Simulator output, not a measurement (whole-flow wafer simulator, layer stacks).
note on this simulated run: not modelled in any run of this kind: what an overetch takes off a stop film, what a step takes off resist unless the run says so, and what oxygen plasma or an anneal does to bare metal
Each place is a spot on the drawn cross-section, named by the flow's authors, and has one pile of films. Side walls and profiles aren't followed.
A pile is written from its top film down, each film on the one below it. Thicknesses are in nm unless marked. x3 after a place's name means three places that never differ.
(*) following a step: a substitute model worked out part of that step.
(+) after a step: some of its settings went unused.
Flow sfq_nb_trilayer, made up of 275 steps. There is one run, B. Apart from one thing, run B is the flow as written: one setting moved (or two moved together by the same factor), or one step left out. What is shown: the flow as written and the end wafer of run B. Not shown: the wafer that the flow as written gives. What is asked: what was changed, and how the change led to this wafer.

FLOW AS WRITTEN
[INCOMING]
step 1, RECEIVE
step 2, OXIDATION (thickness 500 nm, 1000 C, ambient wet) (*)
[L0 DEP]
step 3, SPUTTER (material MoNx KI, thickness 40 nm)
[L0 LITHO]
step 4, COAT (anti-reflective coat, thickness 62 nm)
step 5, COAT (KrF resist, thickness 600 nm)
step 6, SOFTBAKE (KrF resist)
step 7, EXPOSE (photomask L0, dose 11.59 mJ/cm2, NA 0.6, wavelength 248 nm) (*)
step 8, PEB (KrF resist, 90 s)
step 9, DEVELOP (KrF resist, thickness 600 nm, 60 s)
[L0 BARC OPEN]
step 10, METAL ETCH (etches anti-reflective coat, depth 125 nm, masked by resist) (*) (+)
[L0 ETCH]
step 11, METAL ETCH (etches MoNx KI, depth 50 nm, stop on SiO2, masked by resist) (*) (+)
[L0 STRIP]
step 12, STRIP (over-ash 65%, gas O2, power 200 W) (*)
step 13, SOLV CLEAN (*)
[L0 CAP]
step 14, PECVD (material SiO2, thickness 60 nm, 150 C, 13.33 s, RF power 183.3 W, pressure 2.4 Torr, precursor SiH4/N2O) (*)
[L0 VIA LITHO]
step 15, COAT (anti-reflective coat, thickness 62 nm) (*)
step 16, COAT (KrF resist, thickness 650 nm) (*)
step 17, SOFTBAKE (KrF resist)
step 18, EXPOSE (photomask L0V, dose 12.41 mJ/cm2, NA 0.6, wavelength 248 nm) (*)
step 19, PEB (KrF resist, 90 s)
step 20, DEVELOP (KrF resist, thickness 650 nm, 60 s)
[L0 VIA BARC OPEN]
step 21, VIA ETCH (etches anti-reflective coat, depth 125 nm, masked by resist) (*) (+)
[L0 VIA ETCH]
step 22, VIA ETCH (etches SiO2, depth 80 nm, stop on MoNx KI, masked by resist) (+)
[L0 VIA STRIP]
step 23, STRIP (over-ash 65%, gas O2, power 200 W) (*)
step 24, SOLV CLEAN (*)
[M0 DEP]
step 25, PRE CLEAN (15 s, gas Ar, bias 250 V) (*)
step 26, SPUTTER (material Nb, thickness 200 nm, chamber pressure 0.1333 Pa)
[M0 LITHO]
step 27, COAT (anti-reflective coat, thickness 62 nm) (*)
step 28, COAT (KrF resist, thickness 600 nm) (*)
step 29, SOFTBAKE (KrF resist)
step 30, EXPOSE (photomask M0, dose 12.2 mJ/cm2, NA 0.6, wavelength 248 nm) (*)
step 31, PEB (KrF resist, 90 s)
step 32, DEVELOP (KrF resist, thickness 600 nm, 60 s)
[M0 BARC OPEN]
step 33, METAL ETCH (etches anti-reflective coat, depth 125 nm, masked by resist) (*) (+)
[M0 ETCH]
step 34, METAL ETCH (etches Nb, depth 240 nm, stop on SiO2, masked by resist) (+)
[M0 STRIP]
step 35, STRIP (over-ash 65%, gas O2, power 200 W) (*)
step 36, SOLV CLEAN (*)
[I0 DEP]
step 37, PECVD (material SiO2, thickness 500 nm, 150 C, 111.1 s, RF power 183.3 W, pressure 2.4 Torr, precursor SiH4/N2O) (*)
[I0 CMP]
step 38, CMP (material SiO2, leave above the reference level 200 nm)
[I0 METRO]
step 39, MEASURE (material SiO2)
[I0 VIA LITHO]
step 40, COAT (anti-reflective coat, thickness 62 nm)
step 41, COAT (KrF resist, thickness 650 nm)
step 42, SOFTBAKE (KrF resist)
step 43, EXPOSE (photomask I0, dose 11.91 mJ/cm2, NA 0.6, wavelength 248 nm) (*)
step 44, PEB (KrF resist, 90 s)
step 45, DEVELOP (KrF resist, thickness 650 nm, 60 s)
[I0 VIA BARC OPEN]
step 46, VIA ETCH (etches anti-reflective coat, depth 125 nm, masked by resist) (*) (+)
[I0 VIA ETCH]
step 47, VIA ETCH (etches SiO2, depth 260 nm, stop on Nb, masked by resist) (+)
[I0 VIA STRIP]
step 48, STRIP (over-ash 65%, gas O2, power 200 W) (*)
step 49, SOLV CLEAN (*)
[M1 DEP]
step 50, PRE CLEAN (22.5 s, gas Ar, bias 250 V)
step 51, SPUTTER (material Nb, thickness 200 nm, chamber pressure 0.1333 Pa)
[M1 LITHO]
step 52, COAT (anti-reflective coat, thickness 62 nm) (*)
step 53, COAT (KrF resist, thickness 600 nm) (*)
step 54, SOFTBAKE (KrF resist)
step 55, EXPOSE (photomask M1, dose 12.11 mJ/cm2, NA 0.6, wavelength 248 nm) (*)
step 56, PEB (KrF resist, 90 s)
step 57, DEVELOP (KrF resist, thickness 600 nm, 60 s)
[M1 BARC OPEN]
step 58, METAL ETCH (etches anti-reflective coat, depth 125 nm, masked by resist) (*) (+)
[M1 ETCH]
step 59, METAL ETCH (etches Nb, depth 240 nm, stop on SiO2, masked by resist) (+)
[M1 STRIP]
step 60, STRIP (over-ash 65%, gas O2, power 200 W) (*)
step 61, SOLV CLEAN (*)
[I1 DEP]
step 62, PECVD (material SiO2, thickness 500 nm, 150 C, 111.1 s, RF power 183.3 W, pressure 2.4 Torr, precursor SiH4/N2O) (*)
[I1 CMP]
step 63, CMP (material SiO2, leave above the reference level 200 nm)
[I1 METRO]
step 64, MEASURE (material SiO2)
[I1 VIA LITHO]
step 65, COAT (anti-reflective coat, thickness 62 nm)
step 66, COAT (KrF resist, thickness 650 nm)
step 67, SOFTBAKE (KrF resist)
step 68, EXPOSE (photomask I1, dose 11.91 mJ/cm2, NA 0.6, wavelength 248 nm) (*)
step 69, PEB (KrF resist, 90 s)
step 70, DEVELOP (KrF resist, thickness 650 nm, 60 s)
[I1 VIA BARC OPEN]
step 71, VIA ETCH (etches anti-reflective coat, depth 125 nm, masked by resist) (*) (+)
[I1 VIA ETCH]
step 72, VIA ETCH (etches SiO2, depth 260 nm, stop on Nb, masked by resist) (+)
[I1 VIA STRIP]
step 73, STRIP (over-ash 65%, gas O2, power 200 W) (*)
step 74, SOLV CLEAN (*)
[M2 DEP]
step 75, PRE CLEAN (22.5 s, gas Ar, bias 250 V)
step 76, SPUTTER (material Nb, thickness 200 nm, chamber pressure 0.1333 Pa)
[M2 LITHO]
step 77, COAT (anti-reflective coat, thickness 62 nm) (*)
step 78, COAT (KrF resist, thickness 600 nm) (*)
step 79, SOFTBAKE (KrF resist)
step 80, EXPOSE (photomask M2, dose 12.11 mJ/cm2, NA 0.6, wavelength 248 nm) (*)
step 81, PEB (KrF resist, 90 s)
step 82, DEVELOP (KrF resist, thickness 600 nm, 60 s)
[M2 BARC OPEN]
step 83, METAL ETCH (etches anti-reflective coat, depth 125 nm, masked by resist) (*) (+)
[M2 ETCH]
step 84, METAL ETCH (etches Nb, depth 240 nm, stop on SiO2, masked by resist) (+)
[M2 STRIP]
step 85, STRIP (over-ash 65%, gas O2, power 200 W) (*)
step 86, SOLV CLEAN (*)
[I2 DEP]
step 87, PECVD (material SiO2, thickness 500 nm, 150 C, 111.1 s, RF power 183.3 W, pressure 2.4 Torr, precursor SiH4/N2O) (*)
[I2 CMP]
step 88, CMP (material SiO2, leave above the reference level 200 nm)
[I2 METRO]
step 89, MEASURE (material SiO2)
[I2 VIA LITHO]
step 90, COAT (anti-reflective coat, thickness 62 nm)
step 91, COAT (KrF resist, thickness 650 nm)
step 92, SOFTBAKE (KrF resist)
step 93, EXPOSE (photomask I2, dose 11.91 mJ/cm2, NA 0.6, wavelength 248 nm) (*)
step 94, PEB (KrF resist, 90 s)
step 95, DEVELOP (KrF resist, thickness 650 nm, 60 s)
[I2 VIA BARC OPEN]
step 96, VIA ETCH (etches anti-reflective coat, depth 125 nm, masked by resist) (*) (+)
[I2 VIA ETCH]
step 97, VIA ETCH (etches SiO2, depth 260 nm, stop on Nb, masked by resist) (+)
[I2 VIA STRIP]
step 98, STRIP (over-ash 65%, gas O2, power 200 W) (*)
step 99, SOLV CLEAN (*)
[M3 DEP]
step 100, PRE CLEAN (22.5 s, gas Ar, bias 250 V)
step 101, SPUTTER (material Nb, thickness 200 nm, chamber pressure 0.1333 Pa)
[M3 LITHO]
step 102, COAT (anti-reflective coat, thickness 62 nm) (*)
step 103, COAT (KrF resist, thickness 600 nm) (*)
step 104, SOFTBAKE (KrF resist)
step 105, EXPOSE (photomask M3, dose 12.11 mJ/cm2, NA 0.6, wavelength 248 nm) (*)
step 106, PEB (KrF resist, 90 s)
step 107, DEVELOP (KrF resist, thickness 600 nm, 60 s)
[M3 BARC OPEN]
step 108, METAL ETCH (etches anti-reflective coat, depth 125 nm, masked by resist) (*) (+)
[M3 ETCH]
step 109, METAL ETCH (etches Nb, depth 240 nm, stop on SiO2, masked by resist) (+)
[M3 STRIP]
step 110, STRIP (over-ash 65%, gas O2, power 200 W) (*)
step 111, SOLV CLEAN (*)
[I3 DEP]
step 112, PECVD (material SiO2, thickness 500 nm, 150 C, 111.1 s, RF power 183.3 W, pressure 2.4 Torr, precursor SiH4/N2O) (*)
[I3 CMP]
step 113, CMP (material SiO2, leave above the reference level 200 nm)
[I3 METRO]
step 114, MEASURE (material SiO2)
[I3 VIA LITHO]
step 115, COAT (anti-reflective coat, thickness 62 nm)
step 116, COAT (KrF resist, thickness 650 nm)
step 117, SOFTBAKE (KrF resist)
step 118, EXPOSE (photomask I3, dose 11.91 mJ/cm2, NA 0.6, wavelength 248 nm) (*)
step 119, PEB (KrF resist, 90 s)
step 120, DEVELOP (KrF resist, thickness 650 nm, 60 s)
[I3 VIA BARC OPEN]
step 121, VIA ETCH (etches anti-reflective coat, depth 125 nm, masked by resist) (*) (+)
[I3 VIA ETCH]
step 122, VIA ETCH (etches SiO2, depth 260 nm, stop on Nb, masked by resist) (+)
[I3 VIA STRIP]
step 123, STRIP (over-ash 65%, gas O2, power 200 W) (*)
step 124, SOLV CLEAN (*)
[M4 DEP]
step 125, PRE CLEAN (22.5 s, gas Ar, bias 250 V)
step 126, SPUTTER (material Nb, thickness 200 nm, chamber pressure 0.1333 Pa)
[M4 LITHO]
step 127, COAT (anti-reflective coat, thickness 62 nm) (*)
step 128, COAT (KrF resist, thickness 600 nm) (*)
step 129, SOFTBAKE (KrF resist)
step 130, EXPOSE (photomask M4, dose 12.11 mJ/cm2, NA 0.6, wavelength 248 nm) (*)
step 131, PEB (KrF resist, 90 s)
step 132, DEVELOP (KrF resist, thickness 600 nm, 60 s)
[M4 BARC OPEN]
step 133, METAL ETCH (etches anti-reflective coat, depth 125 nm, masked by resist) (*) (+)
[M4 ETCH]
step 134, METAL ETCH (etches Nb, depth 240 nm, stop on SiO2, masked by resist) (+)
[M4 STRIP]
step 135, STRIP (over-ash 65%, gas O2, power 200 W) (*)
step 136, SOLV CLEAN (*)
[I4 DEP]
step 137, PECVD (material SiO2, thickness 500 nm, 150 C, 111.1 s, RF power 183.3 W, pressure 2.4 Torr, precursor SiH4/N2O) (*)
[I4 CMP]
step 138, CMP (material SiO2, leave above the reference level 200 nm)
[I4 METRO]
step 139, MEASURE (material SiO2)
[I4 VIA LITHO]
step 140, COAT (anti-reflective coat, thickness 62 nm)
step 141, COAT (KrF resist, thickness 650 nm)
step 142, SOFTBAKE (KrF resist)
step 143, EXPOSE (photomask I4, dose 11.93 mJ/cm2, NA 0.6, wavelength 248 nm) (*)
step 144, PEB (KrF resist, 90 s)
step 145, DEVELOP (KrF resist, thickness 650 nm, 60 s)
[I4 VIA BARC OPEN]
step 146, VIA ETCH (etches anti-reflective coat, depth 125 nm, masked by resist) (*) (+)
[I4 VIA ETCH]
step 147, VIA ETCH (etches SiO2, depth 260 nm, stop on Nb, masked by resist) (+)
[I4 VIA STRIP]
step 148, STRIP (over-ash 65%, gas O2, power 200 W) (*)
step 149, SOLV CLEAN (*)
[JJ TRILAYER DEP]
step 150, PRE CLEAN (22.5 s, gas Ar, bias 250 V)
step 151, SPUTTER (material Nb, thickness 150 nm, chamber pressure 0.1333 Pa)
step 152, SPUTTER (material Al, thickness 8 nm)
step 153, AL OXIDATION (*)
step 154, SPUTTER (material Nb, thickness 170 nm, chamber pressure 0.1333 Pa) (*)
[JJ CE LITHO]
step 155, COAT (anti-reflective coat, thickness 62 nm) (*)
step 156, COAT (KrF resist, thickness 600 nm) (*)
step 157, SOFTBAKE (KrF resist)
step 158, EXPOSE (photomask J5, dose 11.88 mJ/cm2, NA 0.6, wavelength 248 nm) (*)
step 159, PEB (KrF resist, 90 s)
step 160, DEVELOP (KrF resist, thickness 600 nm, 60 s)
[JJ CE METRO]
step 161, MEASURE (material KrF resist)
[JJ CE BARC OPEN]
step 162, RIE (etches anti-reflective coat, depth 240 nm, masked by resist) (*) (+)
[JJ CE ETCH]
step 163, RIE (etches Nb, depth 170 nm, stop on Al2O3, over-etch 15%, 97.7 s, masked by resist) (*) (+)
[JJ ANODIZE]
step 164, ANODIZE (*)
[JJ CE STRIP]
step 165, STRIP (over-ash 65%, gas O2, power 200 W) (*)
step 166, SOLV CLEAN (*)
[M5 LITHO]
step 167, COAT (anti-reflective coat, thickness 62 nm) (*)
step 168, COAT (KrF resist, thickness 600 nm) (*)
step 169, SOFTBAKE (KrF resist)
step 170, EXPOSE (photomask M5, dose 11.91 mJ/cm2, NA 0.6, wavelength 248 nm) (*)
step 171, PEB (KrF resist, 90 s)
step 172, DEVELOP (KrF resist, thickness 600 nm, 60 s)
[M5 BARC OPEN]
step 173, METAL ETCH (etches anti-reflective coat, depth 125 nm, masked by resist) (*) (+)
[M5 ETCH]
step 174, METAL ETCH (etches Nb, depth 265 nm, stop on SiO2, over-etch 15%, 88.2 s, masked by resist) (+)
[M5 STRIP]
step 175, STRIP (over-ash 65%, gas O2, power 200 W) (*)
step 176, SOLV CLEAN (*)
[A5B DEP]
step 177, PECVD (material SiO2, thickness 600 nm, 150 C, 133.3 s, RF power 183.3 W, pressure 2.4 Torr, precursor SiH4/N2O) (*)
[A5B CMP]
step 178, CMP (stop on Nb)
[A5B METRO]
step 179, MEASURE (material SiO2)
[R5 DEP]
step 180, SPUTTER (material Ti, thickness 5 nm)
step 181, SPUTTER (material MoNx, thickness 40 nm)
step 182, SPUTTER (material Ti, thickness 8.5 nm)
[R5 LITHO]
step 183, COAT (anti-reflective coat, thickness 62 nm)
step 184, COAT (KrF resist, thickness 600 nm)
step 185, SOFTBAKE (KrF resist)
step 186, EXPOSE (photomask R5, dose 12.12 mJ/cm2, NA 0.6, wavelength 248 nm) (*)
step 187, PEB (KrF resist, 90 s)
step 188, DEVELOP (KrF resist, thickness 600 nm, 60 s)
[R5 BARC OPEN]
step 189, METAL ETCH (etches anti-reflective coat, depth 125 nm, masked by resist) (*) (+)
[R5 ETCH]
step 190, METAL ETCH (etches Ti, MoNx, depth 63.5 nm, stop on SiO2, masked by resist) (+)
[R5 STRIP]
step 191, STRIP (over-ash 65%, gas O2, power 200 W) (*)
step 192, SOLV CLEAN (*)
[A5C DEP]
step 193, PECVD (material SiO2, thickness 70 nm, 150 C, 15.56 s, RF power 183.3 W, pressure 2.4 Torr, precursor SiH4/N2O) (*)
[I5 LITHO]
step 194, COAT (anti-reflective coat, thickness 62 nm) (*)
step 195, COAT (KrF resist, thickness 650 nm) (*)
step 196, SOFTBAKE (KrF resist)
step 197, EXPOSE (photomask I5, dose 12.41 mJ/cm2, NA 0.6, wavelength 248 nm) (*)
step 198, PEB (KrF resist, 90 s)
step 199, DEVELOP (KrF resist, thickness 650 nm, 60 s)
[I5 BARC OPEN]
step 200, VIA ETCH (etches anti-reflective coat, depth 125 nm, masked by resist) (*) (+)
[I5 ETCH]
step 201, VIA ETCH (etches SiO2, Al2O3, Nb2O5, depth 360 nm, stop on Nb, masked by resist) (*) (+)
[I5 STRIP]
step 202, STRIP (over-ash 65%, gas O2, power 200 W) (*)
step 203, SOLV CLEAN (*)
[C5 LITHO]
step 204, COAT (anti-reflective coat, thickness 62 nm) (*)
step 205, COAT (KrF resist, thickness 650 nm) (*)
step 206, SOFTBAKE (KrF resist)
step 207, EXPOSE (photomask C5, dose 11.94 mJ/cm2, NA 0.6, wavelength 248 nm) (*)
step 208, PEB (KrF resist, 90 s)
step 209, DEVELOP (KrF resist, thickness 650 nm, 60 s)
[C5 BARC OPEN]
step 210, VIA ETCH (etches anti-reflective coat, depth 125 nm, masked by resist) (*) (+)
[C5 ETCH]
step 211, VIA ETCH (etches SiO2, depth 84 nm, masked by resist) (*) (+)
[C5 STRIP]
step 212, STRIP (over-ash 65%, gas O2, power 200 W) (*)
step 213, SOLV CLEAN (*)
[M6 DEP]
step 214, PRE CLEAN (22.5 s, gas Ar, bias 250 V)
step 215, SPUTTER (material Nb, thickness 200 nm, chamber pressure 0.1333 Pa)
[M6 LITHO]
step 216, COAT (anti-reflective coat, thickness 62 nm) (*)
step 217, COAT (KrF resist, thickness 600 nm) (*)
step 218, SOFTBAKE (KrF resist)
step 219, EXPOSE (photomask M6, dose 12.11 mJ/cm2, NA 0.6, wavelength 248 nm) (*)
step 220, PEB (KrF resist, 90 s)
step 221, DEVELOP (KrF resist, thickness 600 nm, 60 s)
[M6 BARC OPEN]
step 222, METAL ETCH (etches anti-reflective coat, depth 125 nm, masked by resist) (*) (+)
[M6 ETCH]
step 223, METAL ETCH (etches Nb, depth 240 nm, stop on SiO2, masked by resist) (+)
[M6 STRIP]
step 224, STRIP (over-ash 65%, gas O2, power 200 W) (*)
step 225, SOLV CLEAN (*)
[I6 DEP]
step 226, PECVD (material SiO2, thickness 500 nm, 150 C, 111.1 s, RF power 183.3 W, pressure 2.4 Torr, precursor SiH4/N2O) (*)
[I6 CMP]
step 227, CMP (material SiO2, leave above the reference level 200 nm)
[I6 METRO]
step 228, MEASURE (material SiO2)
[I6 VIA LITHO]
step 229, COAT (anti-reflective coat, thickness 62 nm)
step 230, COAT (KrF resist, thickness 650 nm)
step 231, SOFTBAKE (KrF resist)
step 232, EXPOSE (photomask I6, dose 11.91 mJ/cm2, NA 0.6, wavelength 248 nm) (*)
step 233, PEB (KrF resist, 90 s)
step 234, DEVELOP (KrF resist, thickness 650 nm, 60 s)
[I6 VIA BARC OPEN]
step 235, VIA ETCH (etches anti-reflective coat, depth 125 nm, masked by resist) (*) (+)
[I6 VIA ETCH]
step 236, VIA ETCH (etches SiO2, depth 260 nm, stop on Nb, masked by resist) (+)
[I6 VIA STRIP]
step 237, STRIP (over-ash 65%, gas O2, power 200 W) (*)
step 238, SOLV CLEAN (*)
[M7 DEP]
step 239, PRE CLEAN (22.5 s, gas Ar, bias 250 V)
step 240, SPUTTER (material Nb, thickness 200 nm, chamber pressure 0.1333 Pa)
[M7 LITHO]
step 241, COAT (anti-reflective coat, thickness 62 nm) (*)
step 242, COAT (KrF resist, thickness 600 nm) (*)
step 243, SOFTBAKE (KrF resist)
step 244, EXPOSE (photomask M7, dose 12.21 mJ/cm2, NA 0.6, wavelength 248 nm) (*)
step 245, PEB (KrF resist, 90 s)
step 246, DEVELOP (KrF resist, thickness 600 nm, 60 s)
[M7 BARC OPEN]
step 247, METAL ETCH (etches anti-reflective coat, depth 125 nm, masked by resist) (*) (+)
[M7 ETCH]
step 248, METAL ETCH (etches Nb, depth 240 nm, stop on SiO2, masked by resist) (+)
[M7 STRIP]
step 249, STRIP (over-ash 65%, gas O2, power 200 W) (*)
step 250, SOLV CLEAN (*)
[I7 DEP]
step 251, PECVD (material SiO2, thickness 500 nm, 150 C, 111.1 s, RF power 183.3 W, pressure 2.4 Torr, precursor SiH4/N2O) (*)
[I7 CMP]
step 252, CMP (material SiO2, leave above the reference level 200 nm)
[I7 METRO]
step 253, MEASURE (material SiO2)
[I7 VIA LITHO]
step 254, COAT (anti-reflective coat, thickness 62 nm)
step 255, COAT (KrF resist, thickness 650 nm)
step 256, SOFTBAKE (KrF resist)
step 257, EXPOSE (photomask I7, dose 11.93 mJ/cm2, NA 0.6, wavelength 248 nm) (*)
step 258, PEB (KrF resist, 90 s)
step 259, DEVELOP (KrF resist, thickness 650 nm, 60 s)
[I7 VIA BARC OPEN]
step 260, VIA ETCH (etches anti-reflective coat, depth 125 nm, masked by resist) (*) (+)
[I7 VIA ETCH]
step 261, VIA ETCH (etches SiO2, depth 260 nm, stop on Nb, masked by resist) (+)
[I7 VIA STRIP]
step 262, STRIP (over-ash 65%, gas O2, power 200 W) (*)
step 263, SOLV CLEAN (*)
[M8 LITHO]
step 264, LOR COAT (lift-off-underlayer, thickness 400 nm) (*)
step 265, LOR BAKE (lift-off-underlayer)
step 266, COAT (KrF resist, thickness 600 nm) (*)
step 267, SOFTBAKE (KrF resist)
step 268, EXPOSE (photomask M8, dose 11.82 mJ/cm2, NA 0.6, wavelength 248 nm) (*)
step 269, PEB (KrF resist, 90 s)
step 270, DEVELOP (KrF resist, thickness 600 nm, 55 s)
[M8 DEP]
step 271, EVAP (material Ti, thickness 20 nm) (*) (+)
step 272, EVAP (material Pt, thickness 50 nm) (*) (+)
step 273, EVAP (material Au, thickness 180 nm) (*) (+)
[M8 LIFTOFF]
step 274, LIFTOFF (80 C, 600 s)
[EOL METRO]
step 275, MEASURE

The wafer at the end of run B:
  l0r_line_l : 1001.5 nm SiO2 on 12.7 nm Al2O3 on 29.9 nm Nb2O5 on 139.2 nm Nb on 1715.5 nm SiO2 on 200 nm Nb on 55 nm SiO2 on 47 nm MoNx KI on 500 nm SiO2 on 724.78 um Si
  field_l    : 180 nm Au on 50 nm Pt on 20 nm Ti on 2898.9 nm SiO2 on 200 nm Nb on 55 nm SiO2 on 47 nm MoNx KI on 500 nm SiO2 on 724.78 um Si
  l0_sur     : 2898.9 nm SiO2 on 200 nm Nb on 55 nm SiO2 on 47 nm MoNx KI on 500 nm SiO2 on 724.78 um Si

The reason: step 3, SPUTTER: thickness 47 nm was run, whereas the flow has thickness 40 nm.
One can read it off the wafer: l0r_line_l has MoNx KI 47, and step 3 as written asks for 40 nm.

How this came from the change, step by step:
  step 3, SPUTTER (material MoNx KI, thickness 40 nm)
      field_l, v_sur, via_wl and 103 more: +47 MoNx KI (new film) (in the flow as written it would be: +40 MoNx KI (new film))
  step 11, METAL ETCH (etches MoNx KI, depth 50 nm, stop on SiO2, masked by resist) (*) (+)
      v_sur, via_wl, via_w and 97 more: -47 MoNx KI (all of it) (in the flow as written it would be: -40 MoNx KI (all of it))
  step 15, COAT (anti-reflective coat, thickness 62 nm) (*)
      v_sur: +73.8 anti-reflective coat (new film) (in the flow as written it would be: +72.2 anti-reflective coat (new film))
      l0_sur: +53.1 anti-reflective coat (new film) (in the flow as written it would be: +54.2 anti-reflective coat (new film))
      (and at 1 other place as well)
  step 23, STRIP (over-ash 65%, gas O2, power 200 W) (*)
      v_sur: -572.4 KrF resist (all of it), -73.8 anti-reflective coat (all of it) (in the flow as written it would be: -570.5 KrF resist (all of it), -72.2 anti-reflective coat (all of it))
      l0_sur: -551.4 KrF resist (all of it), -53.1 anti-reflective coat (all of it) (in the flow as written it would be: -552.8 KrF resist (all of it), -54.2 anti-reflective coat (all of it))
      (and at 1 other place as well)
  step 27, COAT (anti-reflective coat, thickness 62 nm) (*)
      v_sur: +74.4 anti-reflective coat (new film) (in the flow as written it would be: +72.3 anti-reflective coat (new film))
      l0r_space_c: +80.8 anti-reflective coat (new film) (in the flow as written it would be: +78 anti-reflective coat (new film))
  step 35, STRIP (over-ash 65%, gas O2, power 200 W) (*)
      v_sur: -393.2 KrF resist (all of it), -74.4 anti-reflective coat (all of it) (in the flow as written it would be: -391.6 KrF resist (all of it), -72.3 anti-reflective coat (all of it))
      l0r_space_c: -400.3 KrF resist (all of it), -80.8 anti-reflective coat (all of it) (in the flow as written it would be: -397.6 KrF resist (all of it), -78 anti-reflective coat (all of it))
  step 38, CMP (material SiO2, leave above the reference level 200 nm)
      field_l, l0_sur, l0r_line_l, l0r_line_c, l0r_line_r: -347 SiO2 (in the flow as written it would be: -340 SiO2)
      l0v: -284.8 SiO2 (in the flow as written it would be: -277.8 SiO2)
